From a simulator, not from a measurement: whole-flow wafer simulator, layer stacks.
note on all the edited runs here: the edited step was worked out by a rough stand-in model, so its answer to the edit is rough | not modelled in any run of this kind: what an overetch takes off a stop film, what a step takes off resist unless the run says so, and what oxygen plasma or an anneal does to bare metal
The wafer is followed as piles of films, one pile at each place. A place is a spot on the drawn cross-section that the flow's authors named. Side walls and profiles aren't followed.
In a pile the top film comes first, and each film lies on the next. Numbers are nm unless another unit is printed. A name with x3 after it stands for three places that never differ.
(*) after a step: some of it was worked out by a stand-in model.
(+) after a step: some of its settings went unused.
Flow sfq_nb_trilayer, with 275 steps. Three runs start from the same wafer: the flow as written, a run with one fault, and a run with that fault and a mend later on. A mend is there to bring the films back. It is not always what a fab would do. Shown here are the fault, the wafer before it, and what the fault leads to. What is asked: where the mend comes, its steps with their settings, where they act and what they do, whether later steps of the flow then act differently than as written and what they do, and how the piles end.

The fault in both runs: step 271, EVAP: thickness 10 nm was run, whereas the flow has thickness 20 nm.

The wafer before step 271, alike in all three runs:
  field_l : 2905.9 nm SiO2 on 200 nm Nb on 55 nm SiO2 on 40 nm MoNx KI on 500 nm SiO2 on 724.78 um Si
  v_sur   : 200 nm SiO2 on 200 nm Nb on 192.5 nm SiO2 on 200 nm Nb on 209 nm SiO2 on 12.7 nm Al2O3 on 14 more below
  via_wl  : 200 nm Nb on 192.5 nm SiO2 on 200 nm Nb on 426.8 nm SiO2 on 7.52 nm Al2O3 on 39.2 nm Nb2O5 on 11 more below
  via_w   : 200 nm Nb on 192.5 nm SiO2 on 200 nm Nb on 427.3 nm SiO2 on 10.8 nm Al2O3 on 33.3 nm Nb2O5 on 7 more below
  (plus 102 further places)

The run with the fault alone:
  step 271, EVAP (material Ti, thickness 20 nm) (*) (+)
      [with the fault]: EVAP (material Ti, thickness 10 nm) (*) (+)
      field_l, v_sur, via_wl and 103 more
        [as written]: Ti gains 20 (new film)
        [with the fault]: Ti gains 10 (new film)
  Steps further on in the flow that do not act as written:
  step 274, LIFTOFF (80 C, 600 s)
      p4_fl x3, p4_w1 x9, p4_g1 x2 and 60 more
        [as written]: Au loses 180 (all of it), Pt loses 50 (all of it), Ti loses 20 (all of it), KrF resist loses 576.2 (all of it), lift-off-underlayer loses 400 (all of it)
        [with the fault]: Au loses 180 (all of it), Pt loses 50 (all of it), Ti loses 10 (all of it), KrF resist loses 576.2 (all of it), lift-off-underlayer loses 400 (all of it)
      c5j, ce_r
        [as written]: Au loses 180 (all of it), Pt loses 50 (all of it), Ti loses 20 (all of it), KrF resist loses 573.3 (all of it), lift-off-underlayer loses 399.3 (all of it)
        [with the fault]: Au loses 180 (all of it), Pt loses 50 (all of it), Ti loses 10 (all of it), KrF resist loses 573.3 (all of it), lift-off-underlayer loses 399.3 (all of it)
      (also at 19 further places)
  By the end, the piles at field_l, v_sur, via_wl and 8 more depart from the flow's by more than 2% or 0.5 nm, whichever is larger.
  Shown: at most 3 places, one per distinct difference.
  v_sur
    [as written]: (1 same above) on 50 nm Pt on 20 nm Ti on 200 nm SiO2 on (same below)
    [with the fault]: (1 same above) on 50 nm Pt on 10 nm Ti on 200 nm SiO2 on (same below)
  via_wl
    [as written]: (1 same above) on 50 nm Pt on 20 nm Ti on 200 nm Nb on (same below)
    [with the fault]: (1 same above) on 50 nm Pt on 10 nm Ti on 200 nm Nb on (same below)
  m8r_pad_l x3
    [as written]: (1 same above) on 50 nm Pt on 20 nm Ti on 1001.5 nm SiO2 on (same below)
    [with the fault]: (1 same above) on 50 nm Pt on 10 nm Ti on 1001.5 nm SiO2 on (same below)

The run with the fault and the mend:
  The mend stands after step 271.
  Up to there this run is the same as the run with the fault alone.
  step 271a, EVAP (material Ti, thickness 10 nm) (*) (+) (the flow's step 271, run once more with other settings)
      field_l, v_sur, via_wl and 103 more
        Ti gains 10
  Later steps of the flow that are run all act as written at every place that is followed.
  At every place that both follow, the piles at the end match the flow's.
